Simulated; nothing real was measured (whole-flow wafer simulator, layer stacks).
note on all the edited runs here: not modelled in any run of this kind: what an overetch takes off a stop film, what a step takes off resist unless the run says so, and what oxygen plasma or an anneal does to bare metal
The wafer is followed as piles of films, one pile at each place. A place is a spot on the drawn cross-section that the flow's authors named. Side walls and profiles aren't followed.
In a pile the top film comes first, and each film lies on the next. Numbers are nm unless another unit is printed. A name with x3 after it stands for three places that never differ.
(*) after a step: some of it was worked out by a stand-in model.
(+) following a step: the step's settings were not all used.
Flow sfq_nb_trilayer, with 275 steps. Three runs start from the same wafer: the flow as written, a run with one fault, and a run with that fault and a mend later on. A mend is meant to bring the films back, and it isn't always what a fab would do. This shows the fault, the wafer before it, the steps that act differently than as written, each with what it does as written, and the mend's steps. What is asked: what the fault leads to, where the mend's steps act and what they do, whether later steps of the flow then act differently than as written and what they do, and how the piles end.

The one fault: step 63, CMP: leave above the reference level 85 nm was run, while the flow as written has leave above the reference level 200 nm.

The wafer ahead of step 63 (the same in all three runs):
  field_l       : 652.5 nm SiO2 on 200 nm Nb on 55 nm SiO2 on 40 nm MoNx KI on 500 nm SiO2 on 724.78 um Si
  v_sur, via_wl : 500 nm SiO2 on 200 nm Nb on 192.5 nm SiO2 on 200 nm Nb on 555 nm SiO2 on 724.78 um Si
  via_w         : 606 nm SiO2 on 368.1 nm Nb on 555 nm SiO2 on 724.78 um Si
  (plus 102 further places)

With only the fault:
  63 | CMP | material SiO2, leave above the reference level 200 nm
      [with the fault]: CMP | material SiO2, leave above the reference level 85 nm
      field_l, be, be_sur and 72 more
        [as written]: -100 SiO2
        [with the fault]: -215 SiO2
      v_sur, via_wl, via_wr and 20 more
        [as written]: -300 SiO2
        [with the fault]: -415 SiO2
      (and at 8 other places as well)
  Steps later in the flow that act otherwise than as written (3 other steps are not shown; they differ only slightly, by no more than 2% or 0.5 nm, whichever is larger):
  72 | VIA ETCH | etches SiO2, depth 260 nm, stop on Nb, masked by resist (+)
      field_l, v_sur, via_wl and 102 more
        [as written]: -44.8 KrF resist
        [with the fault]: -21.9 KrF resist
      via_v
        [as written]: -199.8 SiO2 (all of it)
        [with the fault]: -84.8 SiO2 (all of it)
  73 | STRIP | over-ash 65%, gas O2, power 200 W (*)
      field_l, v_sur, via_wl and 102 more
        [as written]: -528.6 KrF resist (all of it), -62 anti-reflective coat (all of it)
        [with the fault]: -551.5 KrF resist (all of it), -62 anti-reflective coat (all of it)
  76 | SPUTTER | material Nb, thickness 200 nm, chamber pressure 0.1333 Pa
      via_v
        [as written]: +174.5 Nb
        [with the fault]: +196.9 Nb
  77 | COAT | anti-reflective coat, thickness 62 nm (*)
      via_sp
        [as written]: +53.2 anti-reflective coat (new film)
        [with the fault]: +54.4 anti-reflective coat (new film)
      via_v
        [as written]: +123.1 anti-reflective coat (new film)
        [with the fault]: +95.7 anti-reflective coat (new film)
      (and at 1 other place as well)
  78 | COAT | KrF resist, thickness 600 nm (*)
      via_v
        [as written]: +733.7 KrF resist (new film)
        [with the fault]: +641.6 KrF resist (new film)
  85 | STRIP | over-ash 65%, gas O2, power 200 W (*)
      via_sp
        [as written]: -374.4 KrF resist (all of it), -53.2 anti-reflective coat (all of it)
        [with the fault]: -382.6 KrF resist (all of it), -54.4 anti-reflective coat (all of it)
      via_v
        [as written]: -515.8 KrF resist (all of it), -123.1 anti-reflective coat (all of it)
        [with the fault]: -423.9 KrF resist (all of it), -95.7 anti-reflective coat (all of it)
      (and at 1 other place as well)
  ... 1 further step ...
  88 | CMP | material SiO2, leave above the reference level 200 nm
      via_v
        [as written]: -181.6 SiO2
        [with the fault]: -212.9 SiO2
  By the end, the piles at field_l, v_sur, via_wl and 103 more depart from the flow's by more than 2% or 0.5 nm, whichever is larger.
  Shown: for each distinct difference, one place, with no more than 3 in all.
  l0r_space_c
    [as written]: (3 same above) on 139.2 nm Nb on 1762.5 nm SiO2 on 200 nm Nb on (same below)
    [with the fault]: (3 same above) on 139.2 nm Nb on 1647.5 nm SiO2 on 200 nm Nb on (same below)
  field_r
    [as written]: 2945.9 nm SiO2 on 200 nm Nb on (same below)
    [with the fault]: 2830.9 nm SiO2 on 200 nm Nb on (same below)
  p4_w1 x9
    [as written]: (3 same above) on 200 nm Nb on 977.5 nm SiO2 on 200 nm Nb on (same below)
    [with the fault]: (3 same above) on 200 nm Nb on 862.5 nm SiO2 on 200 nm Nb on (same below)

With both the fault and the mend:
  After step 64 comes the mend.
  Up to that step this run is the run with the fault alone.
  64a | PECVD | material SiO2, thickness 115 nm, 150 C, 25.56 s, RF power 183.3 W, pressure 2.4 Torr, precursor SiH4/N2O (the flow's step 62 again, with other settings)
      field_l, v_sur, via_wl and 103 more
        +115 SiO2
  Every later step of the flow that is run acts as written at every place that is followed.
  At every place that both follow, the piles at the end match the flow's.
